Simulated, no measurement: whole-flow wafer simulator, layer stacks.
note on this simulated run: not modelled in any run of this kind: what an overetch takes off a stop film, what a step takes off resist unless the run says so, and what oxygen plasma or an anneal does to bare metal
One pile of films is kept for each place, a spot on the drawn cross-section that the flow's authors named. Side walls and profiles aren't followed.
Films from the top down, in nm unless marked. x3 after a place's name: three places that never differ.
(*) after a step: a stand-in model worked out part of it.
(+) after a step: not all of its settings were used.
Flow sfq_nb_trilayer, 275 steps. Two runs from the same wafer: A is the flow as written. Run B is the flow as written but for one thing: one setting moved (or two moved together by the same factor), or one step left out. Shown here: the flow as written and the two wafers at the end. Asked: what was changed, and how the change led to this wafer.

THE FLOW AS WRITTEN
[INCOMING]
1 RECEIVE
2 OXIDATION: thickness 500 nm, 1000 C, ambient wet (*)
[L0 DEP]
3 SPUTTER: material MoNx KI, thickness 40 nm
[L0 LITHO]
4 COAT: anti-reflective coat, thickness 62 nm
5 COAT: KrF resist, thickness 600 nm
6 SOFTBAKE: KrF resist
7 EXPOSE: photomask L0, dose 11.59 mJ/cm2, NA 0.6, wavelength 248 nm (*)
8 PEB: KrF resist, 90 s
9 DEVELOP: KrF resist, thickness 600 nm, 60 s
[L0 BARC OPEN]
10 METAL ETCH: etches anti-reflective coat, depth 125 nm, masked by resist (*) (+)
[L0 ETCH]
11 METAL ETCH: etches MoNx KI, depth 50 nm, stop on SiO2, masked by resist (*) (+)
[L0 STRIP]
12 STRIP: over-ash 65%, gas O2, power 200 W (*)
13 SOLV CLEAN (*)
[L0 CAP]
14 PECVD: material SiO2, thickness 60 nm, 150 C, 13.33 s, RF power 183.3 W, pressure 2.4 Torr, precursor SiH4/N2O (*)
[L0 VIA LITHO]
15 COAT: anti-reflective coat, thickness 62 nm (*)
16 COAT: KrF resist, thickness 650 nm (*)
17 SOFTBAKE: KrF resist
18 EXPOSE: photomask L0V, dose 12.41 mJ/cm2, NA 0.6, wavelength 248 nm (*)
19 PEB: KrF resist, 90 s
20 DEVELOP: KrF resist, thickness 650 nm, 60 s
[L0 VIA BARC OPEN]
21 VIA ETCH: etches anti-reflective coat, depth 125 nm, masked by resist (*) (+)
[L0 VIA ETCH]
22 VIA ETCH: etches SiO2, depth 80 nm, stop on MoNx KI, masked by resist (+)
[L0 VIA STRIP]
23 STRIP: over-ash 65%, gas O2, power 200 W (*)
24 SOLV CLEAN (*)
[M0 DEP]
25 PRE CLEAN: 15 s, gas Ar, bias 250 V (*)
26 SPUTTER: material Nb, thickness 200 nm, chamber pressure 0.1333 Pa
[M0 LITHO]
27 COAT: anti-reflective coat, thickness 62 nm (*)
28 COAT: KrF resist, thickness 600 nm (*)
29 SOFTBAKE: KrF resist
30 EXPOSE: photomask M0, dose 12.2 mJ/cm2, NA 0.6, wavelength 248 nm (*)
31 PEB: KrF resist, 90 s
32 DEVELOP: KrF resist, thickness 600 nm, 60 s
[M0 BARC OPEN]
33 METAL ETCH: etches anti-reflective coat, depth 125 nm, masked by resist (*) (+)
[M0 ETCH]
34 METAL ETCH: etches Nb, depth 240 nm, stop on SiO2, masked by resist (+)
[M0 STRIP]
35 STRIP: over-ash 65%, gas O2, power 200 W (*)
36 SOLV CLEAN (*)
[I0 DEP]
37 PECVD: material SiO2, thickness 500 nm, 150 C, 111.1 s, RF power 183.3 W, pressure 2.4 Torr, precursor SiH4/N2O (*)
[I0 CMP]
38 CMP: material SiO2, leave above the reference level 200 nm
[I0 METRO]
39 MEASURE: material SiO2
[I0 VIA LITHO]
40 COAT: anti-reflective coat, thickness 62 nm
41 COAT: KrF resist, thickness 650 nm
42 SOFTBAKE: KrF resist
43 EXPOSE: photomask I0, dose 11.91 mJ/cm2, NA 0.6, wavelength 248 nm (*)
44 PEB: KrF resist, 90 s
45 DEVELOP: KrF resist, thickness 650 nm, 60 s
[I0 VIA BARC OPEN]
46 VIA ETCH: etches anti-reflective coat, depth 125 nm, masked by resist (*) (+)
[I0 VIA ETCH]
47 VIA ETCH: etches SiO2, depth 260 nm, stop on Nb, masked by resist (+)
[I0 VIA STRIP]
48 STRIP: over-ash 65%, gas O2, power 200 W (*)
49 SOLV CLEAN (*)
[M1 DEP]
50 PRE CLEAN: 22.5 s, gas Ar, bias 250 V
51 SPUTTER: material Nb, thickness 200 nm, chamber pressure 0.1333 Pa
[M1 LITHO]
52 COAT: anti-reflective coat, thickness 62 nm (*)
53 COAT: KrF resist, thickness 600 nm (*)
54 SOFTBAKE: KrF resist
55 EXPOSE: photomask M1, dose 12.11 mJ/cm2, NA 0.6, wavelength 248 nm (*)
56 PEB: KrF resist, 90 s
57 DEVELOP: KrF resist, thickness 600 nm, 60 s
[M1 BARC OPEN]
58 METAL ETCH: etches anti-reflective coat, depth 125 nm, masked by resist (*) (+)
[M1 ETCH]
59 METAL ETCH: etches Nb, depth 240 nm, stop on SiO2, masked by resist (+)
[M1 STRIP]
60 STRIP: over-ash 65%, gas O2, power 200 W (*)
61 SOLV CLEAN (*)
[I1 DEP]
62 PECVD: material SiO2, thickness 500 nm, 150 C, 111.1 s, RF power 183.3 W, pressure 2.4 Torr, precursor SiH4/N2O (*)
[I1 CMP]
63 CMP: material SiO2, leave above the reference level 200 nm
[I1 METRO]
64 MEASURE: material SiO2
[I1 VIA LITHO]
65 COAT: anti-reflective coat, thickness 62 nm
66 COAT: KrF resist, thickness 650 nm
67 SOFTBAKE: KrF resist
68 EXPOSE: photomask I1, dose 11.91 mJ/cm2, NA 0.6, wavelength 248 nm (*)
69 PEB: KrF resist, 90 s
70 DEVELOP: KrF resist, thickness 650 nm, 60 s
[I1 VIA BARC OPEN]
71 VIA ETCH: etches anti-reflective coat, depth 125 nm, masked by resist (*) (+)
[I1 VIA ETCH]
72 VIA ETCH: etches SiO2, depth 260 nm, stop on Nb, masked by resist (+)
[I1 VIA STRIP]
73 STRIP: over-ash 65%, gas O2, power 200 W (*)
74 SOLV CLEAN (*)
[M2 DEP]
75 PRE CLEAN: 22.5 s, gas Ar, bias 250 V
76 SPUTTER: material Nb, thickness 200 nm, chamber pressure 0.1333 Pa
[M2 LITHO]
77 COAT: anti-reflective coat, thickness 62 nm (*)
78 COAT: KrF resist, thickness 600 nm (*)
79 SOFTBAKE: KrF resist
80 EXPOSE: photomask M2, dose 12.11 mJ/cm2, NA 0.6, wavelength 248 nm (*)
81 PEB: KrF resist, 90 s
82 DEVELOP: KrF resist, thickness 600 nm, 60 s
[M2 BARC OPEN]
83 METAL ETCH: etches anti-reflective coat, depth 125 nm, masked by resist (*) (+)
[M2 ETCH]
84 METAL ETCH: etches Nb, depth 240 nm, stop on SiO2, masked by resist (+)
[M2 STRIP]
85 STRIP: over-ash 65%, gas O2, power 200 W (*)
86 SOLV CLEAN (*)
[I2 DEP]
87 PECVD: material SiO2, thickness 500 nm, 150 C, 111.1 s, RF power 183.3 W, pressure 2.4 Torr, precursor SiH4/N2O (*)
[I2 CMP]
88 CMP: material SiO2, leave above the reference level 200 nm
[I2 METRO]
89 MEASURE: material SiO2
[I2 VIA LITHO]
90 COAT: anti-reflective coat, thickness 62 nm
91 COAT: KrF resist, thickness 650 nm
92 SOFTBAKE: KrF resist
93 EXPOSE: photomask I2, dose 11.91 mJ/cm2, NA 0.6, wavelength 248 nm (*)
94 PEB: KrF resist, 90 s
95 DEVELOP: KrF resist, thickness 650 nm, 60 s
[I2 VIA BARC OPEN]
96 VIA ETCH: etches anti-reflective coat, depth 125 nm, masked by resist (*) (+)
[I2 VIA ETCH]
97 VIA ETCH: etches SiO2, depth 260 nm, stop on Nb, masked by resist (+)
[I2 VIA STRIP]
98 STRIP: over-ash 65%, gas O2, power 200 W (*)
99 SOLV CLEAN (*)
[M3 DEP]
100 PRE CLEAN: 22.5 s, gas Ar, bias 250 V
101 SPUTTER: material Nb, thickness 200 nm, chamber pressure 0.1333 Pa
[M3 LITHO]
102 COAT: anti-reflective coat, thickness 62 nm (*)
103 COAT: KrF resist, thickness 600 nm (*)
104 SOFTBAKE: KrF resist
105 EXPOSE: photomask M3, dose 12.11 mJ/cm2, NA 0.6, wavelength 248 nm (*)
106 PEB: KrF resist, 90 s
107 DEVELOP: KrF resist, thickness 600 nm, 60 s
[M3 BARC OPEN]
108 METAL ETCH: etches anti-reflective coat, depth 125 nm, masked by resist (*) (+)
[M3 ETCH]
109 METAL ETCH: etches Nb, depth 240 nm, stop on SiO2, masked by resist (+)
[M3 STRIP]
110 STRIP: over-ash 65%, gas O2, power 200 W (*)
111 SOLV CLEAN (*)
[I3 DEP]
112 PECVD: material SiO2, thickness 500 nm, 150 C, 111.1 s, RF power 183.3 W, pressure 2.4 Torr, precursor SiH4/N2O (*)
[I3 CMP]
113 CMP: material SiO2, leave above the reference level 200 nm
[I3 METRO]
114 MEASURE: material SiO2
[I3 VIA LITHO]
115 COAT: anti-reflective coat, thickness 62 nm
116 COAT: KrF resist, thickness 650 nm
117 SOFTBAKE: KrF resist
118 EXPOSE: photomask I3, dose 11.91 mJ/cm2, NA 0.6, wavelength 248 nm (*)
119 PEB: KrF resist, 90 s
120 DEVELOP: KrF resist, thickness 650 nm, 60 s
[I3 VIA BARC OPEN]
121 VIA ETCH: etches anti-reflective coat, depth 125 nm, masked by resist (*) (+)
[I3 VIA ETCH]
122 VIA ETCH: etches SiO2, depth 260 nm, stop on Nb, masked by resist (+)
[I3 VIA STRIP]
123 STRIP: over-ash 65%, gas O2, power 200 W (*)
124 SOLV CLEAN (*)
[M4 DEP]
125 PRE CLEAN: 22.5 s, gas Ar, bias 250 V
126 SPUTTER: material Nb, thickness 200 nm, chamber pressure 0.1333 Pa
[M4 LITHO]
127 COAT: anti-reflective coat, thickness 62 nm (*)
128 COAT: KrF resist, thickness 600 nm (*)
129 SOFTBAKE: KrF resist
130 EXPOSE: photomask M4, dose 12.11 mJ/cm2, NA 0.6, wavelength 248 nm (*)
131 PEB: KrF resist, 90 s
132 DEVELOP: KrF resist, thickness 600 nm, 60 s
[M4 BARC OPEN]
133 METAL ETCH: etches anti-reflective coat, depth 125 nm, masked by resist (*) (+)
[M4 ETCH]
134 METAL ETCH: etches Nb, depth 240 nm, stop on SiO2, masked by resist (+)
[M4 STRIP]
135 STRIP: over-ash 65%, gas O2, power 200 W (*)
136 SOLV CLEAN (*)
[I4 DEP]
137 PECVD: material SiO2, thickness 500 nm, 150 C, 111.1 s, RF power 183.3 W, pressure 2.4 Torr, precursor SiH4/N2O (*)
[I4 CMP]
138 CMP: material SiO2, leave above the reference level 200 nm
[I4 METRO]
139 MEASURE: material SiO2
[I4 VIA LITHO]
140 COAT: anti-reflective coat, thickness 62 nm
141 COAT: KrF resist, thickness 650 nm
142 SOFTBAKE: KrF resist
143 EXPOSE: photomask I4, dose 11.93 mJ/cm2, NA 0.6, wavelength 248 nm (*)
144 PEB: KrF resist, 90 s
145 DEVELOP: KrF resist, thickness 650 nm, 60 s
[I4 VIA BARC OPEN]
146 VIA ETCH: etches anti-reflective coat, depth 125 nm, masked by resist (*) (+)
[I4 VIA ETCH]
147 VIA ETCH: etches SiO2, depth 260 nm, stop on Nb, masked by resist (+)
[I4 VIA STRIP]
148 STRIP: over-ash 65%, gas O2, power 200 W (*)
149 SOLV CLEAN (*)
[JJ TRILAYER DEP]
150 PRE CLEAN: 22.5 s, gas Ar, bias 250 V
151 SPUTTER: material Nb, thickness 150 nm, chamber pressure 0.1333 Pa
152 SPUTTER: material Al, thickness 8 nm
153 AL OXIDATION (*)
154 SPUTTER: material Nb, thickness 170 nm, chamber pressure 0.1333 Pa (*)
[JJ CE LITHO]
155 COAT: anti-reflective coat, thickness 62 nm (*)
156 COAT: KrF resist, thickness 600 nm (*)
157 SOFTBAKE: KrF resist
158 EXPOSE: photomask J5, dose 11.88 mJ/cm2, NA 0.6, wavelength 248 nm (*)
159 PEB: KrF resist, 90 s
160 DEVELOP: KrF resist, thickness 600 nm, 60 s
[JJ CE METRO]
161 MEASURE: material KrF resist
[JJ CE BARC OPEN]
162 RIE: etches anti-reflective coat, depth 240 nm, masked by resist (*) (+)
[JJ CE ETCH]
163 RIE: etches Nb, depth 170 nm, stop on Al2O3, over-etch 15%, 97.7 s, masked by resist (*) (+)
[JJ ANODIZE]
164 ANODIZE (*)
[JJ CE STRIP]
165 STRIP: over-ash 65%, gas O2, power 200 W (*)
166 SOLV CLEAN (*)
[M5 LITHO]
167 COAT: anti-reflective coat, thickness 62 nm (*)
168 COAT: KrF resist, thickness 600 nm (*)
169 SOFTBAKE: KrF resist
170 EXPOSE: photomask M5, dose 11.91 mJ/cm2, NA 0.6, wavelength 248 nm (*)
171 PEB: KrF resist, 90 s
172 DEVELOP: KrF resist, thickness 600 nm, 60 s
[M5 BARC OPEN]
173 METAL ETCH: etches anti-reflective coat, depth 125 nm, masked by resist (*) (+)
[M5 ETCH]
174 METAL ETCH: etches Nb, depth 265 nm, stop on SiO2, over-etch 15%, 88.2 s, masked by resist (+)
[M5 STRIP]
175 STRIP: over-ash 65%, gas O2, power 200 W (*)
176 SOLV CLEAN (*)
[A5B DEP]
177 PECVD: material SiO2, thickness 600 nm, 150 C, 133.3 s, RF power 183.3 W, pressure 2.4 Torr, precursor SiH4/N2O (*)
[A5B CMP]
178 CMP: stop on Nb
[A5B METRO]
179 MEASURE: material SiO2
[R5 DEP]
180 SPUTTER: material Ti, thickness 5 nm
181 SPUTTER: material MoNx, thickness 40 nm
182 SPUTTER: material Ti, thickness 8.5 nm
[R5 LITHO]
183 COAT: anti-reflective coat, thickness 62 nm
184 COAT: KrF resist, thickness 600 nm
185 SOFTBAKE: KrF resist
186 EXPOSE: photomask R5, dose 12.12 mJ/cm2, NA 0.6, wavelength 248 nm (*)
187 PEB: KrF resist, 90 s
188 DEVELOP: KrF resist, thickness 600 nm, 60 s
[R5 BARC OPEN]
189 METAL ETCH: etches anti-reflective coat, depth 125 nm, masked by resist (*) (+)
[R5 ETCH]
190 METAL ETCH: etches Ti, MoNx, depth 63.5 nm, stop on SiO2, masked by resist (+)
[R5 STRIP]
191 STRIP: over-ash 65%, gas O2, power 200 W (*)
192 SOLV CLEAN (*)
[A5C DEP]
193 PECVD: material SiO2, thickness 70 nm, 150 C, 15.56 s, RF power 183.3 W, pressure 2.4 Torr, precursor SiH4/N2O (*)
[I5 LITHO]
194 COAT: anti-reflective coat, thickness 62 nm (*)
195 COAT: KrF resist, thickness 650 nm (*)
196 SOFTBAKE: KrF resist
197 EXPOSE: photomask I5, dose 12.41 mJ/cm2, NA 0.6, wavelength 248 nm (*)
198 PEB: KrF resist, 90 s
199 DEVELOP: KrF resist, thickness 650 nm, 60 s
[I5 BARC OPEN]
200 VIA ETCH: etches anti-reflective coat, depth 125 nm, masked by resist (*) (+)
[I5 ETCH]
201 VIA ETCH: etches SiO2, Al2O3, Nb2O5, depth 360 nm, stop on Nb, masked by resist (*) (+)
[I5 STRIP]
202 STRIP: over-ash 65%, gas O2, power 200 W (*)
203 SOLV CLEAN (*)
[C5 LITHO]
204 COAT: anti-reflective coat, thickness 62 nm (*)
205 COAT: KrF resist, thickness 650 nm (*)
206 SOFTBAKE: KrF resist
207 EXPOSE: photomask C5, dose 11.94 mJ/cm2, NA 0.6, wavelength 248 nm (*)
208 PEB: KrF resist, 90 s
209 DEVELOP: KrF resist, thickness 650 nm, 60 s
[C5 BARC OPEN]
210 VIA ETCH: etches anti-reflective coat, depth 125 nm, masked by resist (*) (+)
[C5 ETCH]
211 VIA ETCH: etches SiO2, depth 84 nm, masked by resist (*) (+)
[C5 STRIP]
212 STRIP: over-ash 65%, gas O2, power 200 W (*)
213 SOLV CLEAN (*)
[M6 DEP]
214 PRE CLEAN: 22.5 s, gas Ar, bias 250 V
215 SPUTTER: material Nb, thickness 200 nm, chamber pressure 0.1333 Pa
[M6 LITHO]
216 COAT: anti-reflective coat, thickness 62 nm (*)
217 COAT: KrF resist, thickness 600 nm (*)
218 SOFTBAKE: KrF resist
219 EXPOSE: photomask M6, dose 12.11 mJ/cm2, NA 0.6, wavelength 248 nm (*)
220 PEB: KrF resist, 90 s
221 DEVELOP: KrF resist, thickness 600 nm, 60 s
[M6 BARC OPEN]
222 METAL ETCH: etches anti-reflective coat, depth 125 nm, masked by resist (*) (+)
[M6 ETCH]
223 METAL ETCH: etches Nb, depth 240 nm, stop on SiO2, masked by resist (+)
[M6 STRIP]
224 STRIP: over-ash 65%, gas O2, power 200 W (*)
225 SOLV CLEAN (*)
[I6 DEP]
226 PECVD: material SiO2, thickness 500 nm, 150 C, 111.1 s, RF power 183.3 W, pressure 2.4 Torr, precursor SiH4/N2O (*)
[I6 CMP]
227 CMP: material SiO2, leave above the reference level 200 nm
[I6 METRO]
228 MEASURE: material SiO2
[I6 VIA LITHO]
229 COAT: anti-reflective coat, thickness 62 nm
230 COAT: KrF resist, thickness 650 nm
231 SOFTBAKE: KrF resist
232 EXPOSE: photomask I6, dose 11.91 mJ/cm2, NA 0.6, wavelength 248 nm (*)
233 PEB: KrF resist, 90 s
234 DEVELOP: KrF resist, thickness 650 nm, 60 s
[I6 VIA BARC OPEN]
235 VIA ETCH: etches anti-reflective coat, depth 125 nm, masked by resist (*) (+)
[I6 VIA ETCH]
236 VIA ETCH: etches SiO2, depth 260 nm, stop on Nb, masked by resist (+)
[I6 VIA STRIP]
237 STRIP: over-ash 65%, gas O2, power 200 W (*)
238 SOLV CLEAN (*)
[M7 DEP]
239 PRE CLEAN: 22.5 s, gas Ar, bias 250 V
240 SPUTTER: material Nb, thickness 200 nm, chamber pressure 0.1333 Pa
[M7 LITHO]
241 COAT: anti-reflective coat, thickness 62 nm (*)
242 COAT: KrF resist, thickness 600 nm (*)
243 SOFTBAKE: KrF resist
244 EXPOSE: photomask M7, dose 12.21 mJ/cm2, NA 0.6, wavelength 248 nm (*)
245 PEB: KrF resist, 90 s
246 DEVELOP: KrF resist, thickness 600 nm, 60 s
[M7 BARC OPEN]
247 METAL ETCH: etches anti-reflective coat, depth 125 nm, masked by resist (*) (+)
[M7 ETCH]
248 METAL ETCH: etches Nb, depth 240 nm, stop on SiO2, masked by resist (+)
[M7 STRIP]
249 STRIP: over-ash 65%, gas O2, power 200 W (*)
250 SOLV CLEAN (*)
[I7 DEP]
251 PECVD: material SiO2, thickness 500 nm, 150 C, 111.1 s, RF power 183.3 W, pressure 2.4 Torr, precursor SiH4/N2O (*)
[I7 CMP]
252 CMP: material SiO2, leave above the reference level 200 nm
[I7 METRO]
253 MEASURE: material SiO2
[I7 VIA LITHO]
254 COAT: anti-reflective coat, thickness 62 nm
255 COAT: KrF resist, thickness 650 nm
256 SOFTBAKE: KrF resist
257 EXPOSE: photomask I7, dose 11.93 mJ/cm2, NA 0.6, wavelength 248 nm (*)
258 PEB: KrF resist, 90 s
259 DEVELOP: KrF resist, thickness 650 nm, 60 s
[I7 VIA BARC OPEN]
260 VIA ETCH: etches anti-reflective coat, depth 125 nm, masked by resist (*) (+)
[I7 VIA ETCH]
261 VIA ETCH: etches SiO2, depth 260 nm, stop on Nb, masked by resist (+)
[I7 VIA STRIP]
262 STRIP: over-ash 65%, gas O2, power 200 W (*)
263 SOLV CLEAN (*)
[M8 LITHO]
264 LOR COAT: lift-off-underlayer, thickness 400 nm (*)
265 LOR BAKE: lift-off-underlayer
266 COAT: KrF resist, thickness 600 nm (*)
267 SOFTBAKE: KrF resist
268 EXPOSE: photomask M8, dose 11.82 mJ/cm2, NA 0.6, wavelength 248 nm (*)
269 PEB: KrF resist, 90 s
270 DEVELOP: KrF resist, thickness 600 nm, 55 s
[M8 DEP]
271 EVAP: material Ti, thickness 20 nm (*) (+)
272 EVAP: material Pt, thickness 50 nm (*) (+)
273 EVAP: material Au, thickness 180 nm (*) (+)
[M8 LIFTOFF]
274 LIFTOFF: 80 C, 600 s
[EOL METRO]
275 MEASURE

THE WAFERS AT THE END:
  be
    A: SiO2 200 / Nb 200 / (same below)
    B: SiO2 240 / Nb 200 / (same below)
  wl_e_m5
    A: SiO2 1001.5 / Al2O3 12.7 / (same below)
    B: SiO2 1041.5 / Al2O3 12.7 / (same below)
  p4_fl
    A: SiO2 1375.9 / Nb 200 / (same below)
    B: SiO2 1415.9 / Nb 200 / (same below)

The cause: step 252, CMP: leave above the reference level 240 nm was run, where the flow has leave above the reference level 200 nm.
It can be read off the wafer: be has SiO2 240, and step 252 as written asks for 200 nm.

How the change led to this, step by step:
  252 CMP: material SiO2, leave above the reference level 200 nm
      field_l, p4_fl, p4_fm and 56 more: A SiO2 -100 | B SiO2 -60
      v_sur, via_wl, via_w and 37 more: A SiO2 -300 | B SiO2 -260
      (and at 7 more places)
  261 VIA ETCH: etches SiO2, depth 260 nm, stop on Nb, masked by resist (+)
      via_wl, via_w, via_wr: A SiO2 -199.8 (all of it) | B SiO2 -239.8 (all of it)
  264 LOR COAT: lift-off-underlayer, thickness 400 nm (*)
      via_wl, via_wr: A lift-off-underlayer +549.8 (new film) | B lift-off-underlayer +579.7 (new film)
      via_w: A lift-off-underlayer +536.4 (new film) | B lift-off-underlayer +563.7 (new film)
  270 DEVELOP: KrF resist, thickness 600 nm, 55 s
      via_wl: A KrF resist -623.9 (all of it), lift-off-underlayer -549.8 (all of it) | B KrF resist -628.9 (all of it), lift-off-underlayer -579.7 (all of it)
      via_w: A KrF resist -635.4 (all of it), lift-off-underlayer -536.4 (all of it) | B KrF resist -642.8 (all of it), lift-off-underlayer -563.7 (all of it)
      (and at 1 more place)
